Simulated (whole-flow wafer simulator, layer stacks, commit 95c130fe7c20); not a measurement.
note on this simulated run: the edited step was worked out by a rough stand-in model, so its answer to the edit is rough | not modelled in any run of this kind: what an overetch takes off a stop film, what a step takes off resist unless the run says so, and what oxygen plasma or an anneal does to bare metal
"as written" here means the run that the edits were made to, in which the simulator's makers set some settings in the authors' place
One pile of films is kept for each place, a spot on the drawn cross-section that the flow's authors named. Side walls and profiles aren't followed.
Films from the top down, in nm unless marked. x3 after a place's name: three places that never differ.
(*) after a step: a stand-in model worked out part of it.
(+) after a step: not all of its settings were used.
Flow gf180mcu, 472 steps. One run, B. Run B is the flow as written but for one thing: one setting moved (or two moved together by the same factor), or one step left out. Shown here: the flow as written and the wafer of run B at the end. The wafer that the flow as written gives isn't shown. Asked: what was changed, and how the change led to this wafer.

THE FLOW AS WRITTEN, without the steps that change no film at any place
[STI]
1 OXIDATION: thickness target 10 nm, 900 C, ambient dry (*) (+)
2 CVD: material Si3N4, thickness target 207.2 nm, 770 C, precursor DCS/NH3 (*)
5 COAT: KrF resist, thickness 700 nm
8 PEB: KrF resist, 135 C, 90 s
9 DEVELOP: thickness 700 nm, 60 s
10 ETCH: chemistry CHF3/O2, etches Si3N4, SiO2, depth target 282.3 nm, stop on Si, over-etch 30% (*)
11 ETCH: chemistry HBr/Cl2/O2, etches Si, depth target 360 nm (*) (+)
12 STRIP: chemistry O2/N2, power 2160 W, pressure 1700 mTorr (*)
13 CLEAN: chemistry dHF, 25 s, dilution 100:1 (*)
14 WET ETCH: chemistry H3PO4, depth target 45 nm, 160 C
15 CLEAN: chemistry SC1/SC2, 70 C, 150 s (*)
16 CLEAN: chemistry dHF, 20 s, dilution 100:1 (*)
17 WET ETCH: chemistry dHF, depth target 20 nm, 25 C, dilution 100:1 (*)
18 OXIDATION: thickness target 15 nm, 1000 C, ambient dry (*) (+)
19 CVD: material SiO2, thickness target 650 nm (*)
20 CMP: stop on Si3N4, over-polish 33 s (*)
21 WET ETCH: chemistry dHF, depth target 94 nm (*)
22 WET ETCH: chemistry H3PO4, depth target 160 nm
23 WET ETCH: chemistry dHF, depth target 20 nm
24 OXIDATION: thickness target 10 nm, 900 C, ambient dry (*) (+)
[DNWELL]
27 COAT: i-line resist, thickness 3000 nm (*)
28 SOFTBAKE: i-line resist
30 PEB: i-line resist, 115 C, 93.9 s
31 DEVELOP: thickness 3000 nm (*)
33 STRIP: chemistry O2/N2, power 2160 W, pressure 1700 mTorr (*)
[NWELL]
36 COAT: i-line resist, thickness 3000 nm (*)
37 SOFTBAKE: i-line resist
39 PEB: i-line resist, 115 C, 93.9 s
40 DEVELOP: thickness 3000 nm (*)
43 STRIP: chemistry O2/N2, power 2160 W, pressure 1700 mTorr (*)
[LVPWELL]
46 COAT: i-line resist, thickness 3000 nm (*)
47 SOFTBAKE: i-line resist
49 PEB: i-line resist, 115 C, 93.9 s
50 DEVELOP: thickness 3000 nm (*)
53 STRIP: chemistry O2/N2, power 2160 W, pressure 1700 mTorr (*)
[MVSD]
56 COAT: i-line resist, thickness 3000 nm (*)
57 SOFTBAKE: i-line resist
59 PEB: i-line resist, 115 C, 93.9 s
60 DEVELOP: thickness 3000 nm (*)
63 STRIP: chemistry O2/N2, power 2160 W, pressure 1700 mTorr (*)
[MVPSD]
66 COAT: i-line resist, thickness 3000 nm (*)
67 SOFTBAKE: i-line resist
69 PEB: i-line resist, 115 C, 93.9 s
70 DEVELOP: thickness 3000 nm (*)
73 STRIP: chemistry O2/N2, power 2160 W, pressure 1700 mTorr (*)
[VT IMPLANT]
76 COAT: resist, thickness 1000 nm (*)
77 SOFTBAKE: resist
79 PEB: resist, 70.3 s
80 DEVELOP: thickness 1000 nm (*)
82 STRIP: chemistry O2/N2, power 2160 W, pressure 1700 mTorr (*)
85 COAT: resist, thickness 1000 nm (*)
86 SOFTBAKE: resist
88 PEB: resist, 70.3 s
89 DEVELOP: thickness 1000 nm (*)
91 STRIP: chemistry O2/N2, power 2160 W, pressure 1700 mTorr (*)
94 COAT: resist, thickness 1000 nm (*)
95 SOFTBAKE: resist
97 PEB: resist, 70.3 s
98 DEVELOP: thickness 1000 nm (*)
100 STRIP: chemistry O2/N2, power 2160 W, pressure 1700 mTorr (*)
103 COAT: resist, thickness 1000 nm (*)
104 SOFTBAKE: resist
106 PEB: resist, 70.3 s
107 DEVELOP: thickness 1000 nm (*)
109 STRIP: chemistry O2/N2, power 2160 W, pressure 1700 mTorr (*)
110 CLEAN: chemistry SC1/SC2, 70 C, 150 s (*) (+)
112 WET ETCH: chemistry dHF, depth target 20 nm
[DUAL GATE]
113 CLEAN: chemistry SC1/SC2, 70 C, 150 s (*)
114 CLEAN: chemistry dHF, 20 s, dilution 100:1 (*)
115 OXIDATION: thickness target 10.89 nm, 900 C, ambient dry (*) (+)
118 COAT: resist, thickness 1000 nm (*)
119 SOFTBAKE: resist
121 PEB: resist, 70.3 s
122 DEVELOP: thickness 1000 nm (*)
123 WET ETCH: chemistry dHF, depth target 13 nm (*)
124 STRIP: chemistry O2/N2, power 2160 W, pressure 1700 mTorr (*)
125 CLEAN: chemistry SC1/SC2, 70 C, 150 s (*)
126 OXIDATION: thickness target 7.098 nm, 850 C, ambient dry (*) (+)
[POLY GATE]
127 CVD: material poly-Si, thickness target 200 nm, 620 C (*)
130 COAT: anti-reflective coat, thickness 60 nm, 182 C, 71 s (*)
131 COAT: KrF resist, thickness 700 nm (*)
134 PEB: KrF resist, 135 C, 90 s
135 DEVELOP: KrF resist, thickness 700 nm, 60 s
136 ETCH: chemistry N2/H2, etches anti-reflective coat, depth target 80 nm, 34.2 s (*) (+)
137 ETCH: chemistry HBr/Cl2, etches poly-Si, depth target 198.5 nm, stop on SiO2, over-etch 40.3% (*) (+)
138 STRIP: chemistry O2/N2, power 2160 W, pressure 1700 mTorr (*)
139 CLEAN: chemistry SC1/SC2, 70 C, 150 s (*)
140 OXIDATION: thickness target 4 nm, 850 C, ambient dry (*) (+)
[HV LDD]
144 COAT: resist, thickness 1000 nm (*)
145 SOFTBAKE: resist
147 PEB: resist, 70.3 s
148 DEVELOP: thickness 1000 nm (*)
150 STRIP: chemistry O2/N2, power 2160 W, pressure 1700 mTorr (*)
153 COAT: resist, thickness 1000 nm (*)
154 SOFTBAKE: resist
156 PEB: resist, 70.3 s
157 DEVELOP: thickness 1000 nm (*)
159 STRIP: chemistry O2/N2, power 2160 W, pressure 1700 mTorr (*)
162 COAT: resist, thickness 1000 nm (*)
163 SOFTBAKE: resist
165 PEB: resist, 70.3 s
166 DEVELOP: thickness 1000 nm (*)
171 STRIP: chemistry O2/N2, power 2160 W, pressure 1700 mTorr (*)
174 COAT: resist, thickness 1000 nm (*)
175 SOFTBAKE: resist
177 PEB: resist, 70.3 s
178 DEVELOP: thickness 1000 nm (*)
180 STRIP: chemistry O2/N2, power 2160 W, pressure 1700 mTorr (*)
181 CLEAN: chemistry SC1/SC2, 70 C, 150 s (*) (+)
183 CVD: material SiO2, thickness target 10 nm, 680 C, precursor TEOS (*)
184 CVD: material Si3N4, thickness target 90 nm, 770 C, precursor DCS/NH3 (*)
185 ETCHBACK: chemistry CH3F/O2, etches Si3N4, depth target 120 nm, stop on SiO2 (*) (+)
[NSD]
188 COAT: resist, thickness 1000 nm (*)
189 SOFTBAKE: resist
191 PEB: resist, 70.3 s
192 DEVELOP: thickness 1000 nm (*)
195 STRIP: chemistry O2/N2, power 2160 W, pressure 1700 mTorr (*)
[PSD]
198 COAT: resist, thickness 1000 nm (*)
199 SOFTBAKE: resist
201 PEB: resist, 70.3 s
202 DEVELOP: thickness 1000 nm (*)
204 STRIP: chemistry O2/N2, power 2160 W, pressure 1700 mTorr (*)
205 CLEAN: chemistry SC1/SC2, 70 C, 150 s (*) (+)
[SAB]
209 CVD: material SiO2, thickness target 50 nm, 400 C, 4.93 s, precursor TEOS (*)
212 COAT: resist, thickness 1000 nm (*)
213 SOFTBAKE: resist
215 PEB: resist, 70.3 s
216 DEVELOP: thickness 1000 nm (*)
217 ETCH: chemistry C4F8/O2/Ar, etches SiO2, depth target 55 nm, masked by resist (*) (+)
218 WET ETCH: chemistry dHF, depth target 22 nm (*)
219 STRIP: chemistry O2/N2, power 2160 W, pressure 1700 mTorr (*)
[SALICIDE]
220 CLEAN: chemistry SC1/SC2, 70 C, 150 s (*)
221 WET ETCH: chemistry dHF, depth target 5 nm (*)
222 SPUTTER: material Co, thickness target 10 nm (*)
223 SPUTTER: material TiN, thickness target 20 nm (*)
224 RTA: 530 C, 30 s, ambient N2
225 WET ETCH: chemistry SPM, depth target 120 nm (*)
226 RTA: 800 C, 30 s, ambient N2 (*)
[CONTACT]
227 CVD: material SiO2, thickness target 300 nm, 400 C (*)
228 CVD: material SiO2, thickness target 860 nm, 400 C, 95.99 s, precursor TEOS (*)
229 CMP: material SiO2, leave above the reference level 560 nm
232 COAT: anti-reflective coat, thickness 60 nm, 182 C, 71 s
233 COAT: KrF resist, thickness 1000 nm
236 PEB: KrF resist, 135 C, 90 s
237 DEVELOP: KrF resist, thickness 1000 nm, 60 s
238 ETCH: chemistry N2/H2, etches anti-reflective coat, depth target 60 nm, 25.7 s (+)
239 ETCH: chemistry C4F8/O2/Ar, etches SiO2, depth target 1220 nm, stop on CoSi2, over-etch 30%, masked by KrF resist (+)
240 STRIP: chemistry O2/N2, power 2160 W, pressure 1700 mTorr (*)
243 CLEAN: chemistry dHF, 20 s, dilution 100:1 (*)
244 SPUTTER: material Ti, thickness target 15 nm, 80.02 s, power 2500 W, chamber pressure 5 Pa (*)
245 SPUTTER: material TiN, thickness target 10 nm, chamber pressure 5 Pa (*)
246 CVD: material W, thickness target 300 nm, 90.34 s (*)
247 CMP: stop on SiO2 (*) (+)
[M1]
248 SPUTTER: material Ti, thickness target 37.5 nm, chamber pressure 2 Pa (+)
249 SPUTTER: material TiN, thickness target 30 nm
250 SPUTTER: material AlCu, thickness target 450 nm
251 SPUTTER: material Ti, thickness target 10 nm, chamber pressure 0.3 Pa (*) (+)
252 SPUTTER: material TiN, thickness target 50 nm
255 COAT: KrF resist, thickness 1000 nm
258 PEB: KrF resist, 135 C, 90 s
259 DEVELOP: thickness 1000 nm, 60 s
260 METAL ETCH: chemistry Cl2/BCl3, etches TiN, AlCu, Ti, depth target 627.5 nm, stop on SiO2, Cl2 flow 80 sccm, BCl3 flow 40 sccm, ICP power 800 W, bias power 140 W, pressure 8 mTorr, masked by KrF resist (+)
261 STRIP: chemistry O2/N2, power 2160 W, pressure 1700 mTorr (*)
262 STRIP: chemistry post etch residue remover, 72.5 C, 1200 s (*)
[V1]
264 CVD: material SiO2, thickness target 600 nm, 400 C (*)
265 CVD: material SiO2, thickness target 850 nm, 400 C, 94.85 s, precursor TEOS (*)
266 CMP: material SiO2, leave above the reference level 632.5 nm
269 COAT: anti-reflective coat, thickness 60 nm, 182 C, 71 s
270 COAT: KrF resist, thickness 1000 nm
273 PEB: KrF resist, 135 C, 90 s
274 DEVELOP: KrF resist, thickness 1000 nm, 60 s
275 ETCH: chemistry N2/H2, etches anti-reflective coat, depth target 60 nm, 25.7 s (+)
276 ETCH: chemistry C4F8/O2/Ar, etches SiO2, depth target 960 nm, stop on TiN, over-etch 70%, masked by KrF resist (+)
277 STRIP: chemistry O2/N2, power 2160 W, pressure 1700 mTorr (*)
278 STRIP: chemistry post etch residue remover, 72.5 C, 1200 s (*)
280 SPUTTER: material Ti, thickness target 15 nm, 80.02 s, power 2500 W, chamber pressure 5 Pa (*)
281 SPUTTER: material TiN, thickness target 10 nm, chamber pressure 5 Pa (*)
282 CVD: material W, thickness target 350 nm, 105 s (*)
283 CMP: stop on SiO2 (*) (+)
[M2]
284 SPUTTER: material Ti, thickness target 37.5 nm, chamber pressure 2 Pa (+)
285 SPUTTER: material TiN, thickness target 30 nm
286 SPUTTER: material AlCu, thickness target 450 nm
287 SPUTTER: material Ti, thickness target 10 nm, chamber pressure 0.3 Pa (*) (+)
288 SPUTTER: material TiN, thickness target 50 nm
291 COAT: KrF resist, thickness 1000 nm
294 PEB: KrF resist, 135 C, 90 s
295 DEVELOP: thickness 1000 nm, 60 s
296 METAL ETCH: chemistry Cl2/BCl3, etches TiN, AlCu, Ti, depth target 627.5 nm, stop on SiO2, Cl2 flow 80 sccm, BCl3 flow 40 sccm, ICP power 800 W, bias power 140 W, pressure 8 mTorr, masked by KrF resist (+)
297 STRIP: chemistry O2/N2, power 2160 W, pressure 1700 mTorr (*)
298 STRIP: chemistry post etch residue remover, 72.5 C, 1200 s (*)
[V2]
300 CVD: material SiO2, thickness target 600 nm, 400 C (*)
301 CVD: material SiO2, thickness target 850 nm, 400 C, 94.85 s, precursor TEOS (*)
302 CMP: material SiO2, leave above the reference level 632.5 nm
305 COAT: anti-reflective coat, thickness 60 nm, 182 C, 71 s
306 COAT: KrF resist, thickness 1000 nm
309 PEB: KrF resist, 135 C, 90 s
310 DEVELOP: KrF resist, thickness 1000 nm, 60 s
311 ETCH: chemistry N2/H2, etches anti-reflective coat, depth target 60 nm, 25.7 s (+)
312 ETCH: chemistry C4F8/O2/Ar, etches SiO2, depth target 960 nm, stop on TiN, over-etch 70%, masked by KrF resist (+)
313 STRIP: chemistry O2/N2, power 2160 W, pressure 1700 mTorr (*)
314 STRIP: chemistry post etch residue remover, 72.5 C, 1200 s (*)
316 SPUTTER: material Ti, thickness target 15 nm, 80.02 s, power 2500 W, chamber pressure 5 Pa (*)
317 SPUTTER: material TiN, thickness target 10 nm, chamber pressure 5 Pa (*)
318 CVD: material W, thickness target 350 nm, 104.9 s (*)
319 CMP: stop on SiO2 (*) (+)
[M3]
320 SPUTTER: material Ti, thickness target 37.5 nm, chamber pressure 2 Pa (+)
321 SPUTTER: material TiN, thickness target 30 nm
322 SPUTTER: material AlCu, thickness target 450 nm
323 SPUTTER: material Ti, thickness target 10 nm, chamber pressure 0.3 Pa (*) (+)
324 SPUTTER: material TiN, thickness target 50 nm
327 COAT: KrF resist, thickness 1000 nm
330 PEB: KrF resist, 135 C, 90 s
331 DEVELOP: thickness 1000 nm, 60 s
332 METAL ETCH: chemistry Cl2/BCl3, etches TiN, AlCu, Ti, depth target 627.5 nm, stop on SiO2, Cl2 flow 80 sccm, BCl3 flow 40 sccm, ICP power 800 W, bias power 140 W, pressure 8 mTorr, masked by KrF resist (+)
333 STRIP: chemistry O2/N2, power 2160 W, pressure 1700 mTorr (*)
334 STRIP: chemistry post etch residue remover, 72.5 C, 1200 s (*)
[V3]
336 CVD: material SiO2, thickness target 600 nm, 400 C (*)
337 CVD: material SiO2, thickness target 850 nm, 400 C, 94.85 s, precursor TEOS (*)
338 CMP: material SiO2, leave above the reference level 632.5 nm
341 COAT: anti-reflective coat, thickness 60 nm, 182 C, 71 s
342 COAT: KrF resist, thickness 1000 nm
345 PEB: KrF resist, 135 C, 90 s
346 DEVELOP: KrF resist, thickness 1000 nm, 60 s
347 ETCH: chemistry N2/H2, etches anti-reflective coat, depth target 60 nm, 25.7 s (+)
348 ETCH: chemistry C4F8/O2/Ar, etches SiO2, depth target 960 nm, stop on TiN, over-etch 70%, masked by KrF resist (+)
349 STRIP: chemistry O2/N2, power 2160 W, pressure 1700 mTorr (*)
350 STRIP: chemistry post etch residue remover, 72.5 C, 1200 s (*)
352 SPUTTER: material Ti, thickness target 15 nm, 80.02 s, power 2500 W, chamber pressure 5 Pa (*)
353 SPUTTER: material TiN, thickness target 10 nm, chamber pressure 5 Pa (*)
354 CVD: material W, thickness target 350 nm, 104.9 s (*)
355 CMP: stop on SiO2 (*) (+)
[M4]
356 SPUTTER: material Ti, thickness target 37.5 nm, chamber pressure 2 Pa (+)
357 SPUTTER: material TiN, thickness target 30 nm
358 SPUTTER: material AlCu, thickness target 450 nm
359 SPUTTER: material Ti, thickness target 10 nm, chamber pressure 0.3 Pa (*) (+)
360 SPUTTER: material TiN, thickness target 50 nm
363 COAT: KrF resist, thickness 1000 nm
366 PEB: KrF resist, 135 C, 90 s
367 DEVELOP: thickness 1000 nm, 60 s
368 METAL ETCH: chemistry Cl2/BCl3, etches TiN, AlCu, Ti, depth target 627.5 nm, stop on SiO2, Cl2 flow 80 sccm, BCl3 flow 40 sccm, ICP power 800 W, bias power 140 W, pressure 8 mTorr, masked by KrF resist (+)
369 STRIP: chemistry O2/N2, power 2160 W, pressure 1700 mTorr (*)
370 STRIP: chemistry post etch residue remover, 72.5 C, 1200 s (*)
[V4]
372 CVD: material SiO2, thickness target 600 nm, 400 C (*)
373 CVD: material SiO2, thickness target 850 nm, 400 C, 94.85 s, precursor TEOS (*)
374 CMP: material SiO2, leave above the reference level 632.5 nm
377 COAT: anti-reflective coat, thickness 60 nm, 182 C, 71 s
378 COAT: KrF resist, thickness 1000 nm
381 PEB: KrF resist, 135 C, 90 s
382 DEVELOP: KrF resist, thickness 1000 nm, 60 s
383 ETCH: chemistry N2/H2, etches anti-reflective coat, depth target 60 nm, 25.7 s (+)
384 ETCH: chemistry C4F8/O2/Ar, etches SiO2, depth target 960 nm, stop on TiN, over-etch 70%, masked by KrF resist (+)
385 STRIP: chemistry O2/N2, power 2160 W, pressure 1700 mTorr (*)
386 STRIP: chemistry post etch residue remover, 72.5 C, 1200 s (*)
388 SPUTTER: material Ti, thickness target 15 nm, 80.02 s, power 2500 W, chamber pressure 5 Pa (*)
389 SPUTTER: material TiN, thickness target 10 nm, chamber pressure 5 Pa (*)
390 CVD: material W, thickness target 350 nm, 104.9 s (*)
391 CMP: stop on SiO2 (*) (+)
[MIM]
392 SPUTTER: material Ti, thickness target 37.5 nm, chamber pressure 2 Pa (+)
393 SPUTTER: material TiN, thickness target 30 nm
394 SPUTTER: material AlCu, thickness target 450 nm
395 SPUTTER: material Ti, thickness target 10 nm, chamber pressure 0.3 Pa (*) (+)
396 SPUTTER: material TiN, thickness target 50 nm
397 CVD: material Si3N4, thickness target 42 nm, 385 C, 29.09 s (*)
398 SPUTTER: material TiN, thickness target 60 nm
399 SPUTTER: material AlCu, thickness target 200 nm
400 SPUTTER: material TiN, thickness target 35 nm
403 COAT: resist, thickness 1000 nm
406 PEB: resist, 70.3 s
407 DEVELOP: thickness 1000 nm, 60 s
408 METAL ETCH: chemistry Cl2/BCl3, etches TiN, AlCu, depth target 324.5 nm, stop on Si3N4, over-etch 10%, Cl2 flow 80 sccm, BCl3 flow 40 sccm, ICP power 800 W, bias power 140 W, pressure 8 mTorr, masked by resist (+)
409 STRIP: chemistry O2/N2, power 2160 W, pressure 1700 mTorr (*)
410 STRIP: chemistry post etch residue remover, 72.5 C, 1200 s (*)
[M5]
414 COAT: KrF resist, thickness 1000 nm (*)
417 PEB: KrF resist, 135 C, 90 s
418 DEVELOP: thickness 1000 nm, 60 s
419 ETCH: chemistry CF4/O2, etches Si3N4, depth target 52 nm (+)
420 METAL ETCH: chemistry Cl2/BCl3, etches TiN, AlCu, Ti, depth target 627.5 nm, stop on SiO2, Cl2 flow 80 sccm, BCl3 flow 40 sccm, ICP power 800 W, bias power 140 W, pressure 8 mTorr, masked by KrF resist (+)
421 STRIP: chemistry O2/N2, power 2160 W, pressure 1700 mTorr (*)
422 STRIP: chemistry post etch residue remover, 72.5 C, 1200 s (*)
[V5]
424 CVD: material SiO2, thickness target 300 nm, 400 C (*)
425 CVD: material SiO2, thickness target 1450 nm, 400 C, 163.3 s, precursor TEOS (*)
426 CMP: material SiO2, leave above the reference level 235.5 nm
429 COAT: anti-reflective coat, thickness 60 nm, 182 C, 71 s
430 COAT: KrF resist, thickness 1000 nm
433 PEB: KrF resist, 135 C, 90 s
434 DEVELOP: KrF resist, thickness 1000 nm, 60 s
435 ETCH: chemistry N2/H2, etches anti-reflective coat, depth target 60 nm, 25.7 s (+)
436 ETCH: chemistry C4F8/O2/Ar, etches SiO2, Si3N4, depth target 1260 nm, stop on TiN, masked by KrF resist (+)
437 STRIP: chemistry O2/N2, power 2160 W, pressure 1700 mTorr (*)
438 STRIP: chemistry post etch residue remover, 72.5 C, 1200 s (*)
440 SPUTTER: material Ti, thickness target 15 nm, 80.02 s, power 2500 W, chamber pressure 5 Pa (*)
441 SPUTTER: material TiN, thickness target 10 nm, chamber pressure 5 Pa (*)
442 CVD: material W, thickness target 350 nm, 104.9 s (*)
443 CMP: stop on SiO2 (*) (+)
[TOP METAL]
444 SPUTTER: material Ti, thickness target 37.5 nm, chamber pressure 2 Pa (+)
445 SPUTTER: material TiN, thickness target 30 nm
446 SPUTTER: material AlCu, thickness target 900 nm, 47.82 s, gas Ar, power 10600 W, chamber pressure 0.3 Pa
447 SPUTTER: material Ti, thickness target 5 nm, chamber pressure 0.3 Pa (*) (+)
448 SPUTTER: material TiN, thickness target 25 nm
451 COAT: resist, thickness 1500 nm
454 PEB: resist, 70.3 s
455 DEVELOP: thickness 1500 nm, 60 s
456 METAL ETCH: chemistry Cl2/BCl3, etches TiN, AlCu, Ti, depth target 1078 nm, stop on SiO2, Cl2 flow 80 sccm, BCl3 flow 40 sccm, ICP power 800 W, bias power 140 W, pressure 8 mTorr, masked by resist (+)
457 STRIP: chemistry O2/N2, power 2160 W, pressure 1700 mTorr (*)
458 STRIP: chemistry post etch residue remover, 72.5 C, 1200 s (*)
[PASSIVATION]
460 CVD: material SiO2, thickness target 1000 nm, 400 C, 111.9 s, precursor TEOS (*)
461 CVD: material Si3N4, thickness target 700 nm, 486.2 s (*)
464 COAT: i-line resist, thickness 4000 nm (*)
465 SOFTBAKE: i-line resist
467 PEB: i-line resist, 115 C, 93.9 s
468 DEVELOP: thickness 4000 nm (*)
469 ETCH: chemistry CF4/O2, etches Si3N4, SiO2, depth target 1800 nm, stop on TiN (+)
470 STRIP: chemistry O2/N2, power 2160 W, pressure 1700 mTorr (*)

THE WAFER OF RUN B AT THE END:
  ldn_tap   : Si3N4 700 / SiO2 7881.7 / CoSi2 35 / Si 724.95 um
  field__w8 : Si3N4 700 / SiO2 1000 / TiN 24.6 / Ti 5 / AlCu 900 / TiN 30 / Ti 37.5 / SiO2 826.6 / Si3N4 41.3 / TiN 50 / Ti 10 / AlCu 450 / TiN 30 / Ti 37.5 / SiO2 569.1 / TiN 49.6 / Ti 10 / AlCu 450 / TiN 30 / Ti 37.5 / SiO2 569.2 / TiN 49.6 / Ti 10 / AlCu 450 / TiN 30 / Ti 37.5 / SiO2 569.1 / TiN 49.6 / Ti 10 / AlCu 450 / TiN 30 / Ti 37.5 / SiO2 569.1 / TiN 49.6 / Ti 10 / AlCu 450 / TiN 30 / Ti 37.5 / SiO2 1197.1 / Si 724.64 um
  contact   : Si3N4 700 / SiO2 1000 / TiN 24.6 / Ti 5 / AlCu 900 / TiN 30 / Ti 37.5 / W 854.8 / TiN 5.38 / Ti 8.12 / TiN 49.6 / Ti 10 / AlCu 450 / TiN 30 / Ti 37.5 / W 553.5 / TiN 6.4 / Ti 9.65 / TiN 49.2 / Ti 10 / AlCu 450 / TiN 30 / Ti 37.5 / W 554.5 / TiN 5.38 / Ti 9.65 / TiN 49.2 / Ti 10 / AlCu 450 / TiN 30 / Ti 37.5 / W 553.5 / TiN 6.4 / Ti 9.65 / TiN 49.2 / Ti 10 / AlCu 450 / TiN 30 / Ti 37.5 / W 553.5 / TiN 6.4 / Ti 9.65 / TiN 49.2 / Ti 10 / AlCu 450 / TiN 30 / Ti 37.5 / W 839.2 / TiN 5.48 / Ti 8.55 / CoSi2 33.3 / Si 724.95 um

The cause: step 353, SPUTTER: thickness target 8.4 nm was run, where the flow has thickness target 10 nm.

How the change led to this, step by step:
  353 SPUTTER: material TiN, thickness target 10 nm, chamber pressure 5 Pa (*)
      field, field__w1, field__w2 and 107 more: TiN +8.4 (new film) (as written it would be: TiN +10 (new film))
      contact: TiN +5.38 (new film) (as written it would be: TiN +6.4 (new film))
  355 CMP: stop on SiO2 (*) (+)
      field, field__w1, field__w2 and 107 more: W -350 (all of it), TiN -8.4 (all of it), Ti -15 (all of it), SiO2 -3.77 (as written it would be: W -350 (all of it), TiN -10 (all of it), Ti -15 (all of it), SiO2 -3.78)
